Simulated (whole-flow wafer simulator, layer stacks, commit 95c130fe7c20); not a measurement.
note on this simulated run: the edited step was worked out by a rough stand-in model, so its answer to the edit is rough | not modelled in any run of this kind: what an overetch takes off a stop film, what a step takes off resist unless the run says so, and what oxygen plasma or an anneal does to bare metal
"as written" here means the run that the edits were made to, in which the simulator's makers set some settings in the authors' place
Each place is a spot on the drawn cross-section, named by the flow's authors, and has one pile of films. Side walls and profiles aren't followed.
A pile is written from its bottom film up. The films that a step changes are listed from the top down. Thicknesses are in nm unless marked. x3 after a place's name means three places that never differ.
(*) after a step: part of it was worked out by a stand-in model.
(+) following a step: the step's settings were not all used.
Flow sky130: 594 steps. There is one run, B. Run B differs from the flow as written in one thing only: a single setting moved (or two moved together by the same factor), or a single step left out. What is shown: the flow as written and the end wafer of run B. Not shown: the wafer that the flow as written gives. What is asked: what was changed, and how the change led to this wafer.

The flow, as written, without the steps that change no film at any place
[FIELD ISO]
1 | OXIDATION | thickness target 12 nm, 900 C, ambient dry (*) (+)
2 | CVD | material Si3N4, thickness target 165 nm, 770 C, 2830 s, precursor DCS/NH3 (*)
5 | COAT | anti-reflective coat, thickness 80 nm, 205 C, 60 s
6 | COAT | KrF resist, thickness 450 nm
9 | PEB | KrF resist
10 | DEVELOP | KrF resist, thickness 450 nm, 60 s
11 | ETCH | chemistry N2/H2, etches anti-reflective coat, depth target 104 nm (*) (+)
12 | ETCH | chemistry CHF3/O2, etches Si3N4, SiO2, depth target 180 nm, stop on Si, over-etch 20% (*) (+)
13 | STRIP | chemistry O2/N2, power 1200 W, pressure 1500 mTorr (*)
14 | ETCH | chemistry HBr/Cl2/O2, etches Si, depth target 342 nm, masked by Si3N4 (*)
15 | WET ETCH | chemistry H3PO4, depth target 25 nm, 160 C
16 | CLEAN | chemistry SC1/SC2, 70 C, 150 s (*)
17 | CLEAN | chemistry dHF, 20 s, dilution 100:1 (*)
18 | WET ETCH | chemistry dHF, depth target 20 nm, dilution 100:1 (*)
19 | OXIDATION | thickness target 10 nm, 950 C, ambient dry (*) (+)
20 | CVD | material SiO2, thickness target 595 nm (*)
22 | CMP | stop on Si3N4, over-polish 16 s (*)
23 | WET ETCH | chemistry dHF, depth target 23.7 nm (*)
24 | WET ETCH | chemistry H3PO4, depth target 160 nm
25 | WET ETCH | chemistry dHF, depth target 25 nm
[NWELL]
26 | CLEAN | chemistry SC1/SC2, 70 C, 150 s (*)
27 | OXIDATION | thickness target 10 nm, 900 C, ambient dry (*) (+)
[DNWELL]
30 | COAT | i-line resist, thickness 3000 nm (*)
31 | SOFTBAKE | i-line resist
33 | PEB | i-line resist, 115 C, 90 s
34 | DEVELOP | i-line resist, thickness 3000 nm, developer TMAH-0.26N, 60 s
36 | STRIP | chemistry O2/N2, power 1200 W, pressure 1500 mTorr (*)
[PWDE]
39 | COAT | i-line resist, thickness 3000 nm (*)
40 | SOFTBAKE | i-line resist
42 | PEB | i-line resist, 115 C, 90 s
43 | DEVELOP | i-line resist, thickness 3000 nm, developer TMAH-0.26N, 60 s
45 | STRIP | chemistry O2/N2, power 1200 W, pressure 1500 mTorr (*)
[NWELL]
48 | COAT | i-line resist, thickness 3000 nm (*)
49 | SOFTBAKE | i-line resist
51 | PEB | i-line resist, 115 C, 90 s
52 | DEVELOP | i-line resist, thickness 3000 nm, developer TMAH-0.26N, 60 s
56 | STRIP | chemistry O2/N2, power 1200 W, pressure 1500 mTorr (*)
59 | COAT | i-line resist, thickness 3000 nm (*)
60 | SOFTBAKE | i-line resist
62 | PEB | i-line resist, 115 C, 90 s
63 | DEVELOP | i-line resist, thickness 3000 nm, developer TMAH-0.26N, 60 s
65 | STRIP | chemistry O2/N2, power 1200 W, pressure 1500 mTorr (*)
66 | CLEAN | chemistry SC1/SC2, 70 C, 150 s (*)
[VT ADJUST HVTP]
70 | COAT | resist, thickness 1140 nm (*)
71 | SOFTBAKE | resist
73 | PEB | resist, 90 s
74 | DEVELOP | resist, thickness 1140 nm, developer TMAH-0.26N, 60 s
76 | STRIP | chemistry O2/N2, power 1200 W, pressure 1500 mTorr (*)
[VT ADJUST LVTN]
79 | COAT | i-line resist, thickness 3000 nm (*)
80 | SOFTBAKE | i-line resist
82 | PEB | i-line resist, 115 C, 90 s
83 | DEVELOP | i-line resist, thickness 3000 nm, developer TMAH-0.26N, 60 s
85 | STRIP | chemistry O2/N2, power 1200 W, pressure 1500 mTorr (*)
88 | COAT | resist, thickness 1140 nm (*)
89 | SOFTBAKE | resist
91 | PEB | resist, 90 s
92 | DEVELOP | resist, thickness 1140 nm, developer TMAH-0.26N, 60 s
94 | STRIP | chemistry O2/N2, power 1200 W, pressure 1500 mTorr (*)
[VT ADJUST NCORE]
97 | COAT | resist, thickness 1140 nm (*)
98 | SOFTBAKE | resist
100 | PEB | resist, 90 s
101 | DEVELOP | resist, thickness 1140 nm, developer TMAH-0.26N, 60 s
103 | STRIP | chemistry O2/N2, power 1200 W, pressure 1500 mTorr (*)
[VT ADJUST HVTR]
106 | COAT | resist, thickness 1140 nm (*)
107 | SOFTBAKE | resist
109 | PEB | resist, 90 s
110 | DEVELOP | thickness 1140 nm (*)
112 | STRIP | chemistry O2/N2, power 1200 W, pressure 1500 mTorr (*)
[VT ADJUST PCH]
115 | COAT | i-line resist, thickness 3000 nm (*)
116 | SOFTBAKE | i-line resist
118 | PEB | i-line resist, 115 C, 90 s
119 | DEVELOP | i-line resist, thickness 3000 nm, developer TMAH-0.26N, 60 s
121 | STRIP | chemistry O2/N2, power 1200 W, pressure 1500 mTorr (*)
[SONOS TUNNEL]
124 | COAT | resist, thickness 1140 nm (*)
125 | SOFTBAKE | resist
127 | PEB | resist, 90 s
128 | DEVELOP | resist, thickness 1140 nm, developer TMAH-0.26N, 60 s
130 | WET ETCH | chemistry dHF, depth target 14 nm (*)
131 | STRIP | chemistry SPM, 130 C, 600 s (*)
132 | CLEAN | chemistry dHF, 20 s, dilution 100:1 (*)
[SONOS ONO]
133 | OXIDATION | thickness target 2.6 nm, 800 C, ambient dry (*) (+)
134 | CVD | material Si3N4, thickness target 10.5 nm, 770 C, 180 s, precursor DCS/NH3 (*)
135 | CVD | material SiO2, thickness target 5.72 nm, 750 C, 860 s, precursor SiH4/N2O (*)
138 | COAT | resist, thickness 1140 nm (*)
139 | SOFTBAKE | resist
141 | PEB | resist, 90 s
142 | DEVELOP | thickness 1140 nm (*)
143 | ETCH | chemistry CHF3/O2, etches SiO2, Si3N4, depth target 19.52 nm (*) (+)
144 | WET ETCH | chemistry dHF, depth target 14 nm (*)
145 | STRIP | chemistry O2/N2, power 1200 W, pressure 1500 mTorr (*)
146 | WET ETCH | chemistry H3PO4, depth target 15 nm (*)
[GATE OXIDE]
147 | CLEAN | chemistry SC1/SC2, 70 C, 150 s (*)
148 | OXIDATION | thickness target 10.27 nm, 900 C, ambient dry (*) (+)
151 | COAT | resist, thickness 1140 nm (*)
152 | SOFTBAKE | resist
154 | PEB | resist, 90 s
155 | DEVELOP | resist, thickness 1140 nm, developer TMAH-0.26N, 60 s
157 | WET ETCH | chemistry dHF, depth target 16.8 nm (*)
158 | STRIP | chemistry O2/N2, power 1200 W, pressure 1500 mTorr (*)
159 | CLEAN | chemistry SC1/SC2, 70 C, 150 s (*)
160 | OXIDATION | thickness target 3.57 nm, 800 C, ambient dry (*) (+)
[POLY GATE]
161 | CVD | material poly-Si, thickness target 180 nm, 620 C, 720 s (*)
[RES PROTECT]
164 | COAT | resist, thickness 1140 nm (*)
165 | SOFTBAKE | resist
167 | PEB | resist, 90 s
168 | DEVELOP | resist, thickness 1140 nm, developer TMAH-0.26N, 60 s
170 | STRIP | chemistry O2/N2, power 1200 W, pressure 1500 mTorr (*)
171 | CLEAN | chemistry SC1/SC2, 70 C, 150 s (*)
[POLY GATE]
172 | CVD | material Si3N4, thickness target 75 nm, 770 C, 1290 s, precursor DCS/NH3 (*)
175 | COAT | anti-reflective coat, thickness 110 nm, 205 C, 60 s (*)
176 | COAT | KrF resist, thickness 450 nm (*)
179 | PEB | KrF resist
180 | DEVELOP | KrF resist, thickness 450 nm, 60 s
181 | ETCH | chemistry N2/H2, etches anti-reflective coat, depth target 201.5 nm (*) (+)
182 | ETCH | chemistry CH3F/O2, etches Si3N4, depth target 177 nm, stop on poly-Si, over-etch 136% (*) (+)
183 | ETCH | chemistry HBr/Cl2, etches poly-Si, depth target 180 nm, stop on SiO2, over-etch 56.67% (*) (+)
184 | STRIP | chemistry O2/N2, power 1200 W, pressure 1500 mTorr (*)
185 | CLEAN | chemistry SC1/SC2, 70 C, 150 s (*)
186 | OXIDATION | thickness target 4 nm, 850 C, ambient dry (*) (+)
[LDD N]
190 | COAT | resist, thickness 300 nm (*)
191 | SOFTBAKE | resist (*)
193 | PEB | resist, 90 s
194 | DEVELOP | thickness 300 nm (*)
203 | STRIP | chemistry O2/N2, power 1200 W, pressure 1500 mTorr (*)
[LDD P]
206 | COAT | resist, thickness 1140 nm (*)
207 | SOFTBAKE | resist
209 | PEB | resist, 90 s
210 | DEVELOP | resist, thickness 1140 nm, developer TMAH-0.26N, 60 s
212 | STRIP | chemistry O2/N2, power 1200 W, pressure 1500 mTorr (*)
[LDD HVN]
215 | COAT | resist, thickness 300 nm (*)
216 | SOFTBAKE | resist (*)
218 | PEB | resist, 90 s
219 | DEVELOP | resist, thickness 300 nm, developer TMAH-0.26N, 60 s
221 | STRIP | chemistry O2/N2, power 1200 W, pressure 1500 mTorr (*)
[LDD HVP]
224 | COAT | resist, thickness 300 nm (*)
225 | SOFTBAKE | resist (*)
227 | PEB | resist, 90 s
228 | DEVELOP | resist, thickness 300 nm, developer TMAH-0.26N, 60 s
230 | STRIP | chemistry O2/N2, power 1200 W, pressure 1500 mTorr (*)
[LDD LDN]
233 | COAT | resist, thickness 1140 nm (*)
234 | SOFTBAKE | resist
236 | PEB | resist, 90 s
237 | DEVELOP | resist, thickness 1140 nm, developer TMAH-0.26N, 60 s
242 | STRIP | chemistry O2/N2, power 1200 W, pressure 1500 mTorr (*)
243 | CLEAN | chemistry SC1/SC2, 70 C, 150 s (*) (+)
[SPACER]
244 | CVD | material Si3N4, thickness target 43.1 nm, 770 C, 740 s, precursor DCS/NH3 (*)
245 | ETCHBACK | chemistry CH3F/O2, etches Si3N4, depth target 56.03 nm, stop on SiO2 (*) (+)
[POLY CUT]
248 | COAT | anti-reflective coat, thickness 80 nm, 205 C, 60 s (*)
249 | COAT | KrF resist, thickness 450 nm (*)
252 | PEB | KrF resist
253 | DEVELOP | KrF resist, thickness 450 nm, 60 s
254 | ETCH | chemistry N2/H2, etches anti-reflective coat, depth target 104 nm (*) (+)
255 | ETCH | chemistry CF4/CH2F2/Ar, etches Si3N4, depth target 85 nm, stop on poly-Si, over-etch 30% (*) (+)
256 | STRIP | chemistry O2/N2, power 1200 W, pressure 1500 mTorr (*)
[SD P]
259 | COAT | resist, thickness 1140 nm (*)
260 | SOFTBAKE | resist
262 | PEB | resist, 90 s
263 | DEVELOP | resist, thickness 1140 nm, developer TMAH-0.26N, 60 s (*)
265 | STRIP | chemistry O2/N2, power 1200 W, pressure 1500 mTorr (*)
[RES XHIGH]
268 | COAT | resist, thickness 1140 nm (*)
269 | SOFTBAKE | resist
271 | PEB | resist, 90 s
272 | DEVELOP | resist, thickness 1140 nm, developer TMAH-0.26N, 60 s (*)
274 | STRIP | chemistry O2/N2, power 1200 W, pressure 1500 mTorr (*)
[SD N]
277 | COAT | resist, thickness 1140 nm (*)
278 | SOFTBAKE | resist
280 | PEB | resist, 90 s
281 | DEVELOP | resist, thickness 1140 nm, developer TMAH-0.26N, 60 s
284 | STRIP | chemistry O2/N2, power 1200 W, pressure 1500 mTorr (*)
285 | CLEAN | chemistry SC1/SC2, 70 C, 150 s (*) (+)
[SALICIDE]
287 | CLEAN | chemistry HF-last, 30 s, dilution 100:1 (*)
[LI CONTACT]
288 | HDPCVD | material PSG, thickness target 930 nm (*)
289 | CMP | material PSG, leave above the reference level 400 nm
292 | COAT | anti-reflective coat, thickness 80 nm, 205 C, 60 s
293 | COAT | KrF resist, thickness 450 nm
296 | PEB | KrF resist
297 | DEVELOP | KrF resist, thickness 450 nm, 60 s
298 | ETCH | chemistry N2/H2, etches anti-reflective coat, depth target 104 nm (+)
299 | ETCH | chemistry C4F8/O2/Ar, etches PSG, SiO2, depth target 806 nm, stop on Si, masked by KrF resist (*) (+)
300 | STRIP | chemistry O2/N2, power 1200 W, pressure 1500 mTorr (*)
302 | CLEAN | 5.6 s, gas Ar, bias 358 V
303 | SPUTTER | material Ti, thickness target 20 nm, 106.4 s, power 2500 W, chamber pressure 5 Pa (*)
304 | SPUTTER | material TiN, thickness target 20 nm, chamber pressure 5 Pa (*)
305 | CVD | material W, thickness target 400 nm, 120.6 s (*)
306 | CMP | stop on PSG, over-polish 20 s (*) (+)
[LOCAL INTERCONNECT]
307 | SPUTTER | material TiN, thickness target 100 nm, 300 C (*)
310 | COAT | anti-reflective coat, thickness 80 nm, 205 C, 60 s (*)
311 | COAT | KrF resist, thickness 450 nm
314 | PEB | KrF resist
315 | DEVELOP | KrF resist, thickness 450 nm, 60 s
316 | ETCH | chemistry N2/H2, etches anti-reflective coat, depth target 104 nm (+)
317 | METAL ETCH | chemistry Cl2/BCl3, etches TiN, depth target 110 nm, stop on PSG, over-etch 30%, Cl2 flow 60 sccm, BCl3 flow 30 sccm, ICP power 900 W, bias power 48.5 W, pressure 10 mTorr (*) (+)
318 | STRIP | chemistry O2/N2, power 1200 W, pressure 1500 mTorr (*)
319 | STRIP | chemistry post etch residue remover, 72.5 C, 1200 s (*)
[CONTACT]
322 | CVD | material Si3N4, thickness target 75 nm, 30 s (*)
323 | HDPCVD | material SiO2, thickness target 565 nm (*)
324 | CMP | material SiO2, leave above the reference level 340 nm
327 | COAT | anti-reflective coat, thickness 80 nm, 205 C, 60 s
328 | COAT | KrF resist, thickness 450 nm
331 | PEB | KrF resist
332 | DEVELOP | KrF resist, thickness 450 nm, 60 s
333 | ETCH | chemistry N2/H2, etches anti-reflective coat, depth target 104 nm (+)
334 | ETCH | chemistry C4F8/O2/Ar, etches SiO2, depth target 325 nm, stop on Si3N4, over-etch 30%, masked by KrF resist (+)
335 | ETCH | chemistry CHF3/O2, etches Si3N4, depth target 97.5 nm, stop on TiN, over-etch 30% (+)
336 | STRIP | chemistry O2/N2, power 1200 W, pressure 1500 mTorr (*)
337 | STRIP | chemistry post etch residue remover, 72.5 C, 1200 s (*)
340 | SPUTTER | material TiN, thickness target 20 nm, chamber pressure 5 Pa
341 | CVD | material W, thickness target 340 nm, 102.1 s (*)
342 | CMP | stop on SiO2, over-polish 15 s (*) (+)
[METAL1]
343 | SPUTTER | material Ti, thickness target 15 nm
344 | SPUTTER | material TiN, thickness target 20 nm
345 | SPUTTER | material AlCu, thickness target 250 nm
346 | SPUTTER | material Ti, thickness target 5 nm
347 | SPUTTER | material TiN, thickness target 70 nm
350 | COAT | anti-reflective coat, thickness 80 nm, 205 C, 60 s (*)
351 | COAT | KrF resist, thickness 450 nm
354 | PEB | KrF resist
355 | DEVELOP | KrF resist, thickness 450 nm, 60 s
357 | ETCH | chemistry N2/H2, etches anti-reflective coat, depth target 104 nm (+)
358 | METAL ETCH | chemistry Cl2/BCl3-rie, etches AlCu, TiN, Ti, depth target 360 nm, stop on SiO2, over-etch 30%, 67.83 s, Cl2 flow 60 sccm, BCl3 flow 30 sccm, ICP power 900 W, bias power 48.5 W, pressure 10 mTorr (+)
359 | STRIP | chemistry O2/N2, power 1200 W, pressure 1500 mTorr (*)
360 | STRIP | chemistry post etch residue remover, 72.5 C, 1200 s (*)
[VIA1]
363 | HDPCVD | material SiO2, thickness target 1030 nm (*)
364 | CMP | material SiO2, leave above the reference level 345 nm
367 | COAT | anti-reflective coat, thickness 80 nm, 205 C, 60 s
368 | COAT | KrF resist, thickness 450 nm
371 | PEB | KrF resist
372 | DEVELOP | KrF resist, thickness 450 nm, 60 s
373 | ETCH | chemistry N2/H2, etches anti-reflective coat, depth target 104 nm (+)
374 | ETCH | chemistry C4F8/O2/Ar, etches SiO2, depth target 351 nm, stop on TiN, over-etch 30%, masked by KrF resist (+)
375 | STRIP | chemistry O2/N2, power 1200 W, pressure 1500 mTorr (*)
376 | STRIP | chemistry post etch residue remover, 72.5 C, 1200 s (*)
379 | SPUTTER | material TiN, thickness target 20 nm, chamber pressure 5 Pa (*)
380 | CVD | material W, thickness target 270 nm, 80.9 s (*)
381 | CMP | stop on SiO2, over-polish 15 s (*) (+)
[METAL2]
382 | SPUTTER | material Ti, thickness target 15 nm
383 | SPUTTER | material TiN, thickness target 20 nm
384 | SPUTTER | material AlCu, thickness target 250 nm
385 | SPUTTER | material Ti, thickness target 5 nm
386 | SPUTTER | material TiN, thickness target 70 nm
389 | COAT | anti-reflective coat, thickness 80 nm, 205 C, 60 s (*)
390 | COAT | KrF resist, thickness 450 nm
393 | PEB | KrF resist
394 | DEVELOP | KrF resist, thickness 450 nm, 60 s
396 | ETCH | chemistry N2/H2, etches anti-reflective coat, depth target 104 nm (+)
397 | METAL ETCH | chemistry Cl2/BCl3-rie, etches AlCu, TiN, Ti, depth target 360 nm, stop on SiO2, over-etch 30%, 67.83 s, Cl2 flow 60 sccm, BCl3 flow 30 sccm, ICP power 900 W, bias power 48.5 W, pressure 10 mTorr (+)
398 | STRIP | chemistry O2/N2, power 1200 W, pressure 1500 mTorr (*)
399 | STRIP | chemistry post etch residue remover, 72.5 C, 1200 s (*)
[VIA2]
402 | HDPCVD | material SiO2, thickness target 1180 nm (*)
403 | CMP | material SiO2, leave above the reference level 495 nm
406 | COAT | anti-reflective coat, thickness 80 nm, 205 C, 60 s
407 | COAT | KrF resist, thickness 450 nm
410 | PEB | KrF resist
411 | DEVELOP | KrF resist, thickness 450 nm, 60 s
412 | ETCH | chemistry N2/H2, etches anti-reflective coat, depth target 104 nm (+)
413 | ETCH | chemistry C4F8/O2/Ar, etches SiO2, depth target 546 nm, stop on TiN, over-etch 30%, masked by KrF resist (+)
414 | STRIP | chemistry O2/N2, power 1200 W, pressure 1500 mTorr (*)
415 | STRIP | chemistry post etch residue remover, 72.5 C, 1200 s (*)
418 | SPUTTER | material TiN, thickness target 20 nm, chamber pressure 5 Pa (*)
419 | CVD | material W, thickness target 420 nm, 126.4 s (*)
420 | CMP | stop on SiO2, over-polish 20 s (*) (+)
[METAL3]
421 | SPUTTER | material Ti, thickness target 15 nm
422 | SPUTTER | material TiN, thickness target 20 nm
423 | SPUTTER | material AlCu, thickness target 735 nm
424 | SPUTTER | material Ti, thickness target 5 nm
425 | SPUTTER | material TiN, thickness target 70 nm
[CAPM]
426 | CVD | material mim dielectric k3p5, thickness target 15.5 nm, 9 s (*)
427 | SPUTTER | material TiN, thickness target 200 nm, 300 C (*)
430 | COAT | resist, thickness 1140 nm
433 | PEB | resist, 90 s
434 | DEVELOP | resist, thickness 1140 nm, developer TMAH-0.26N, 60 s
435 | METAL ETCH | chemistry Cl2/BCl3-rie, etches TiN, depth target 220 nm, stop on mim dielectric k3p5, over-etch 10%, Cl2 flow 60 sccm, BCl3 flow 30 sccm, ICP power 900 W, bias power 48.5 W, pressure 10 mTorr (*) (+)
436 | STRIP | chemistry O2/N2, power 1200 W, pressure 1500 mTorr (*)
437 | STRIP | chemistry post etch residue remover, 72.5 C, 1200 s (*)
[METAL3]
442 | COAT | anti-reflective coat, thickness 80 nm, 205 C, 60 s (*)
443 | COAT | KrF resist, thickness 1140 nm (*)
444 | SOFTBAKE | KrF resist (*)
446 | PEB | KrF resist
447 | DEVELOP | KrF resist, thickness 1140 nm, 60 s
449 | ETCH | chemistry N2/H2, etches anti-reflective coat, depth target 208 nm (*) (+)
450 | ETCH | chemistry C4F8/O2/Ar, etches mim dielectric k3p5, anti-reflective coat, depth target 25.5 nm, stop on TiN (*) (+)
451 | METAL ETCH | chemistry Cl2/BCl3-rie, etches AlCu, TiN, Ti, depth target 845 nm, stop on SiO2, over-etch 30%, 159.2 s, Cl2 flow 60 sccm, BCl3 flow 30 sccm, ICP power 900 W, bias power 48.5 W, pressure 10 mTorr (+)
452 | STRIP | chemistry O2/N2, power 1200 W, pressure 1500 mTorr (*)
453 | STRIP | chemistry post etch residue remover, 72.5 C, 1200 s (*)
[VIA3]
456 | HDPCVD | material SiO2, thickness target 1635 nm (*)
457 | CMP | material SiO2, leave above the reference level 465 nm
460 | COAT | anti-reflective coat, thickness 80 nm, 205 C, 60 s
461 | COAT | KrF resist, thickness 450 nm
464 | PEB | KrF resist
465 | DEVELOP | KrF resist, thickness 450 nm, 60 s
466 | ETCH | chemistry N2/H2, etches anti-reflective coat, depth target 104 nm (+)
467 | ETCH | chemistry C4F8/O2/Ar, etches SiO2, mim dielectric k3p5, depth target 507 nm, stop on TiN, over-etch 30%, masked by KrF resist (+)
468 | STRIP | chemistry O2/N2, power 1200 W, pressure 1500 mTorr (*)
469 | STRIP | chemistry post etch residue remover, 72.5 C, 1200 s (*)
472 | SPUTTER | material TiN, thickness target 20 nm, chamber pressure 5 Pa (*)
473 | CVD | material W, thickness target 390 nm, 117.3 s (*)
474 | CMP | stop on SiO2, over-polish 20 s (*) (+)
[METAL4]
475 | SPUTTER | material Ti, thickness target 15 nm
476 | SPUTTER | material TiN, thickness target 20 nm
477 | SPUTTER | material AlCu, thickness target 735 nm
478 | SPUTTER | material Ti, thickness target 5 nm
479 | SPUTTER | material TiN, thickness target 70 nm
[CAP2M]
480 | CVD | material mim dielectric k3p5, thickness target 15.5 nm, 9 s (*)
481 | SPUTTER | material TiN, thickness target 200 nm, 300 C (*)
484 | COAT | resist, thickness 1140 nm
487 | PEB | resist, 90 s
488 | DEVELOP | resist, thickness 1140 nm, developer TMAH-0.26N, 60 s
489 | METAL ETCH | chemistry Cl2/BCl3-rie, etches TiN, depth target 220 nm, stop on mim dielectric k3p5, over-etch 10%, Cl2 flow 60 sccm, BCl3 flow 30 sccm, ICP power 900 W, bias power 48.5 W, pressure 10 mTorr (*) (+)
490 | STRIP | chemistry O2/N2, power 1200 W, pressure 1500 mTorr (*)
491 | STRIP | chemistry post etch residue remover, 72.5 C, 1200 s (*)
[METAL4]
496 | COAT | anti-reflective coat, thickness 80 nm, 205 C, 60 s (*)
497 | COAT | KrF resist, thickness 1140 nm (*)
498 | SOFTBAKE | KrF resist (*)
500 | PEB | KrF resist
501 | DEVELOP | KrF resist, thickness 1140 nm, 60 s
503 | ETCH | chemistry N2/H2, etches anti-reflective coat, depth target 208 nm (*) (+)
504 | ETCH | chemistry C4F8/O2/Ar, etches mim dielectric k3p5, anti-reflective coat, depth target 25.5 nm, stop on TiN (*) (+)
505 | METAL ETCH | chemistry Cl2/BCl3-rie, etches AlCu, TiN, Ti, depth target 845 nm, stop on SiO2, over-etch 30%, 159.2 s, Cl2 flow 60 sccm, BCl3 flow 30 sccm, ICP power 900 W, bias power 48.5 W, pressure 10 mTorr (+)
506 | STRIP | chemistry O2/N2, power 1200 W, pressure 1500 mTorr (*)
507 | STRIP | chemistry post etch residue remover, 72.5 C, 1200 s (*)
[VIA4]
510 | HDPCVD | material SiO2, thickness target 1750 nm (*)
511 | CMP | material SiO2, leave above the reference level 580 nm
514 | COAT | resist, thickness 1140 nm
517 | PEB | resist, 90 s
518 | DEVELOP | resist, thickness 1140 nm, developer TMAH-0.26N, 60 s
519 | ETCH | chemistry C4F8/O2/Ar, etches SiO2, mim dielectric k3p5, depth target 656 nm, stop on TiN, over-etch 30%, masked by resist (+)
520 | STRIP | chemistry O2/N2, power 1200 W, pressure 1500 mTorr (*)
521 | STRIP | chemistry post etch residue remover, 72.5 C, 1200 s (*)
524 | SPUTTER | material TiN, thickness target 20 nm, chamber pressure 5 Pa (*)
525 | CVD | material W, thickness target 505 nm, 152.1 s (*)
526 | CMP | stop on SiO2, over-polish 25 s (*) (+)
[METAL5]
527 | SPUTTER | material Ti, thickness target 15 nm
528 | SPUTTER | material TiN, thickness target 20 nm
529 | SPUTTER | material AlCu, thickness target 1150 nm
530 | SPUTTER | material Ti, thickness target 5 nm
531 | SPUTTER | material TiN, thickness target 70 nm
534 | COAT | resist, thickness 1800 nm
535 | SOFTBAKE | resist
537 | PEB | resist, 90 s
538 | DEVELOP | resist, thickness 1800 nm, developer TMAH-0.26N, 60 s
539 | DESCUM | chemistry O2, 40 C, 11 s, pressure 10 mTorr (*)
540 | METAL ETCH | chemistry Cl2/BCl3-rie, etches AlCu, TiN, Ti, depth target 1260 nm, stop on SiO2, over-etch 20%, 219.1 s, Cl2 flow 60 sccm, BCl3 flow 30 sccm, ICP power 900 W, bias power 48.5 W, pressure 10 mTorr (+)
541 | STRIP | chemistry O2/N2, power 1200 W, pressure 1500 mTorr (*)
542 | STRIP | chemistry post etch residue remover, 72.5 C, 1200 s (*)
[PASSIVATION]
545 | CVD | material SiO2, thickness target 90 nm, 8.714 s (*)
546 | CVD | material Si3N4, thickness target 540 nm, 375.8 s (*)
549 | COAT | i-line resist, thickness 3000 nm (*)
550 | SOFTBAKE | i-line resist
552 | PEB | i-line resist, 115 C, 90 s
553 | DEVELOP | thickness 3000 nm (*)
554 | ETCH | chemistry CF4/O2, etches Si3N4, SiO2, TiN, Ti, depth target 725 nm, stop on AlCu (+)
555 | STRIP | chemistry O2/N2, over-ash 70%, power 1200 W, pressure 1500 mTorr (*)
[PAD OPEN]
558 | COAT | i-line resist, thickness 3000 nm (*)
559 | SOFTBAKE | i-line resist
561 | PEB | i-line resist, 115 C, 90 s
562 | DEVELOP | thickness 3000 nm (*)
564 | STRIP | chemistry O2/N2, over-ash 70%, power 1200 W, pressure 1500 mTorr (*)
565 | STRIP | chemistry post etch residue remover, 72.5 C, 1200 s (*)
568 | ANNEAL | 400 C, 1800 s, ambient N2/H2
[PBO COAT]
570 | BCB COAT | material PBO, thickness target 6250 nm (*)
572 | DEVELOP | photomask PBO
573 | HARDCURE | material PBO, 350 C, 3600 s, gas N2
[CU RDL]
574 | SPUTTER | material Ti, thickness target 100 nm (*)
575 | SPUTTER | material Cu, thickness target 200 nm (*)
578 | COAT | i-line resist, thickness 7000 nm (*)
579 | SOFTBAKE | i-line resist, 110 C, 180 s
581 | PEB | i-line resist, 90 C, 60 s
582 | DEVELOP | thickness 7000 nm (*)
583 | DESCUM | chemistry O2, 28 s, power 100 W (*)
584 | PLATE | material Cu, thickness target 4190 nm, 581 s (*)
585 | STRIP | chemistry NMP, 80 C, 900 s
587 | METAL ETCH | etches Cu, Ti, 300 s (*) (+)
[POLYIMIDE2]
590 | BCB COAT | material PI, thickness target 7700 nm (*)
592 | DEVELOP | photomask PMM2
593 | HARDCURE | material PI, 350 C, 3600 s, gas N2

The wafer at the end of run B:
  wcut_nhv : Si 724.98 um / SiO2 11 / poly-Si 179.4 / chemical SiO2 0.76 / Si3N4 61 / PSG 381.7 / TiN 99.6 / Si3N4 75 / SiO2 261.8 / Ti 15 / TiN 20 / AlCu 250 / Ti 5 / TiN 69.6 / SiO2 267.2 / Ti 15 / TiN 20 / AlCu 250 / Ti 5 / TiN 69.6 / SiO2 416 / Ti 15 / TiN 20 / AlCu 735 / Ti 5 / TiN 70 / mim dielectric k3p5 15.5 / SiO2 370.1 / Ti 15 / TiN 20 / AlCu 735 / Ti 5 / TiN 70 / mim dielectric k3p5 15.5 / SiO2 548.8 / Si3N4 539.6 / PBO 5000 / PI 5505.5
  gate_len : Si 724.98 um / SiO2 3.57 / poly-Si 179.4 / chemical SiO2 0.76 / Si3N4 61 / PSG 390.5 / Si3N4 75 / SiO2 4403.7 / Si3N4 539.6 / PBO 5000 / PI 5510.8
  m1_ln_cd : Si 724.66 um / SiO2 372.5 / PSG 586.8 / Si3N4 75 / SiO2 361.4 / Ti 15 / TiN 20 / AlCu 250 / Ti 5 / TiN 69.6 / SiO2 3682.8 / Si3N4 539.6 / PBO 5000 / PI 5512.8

What caused this: step 590, BCB COAT: thickness target 8470 nm was run, though the flow has thickness target 7700 nm.

The path from the change to this, step by step:
  590 | BCB COAT | material PI, thickness target 7700 nm (*)
      dice_street, wcut_nhv, wcut_phv and 14 more: +8470 PI (new film) (as written it would have been: +7700 PI (new film))
      n_well, p_well, sd_n, sd_p: +4115.8 PI (new film) (as written it would have been: +3345.9 PI (new film))
      (and at 172 other places as well)
  592 | DEVELOP | photomask PMM2
      pad: -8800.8 PI (all of it) (as written it would have been: -8030.8 PI (all of it))
  593 | HARDCURE | material PI, 350 C, 3600 s, gas N2
      dice_street, wcut_nhv, wcut_phv and 16 more: -2964.5 PI (as written it would have been: -2695 PI)
      gate_p_lg05, gate_p_lg10, gate_len, gate_lvt_sd_len, gate_p_sd_len, gate_p_hvt_sd_len, gate_p_lvt_sd_len, gate_len_250: -2964.6 PI (as written it would have been: -2695.1 PI)
      (and at 165 other places as well)
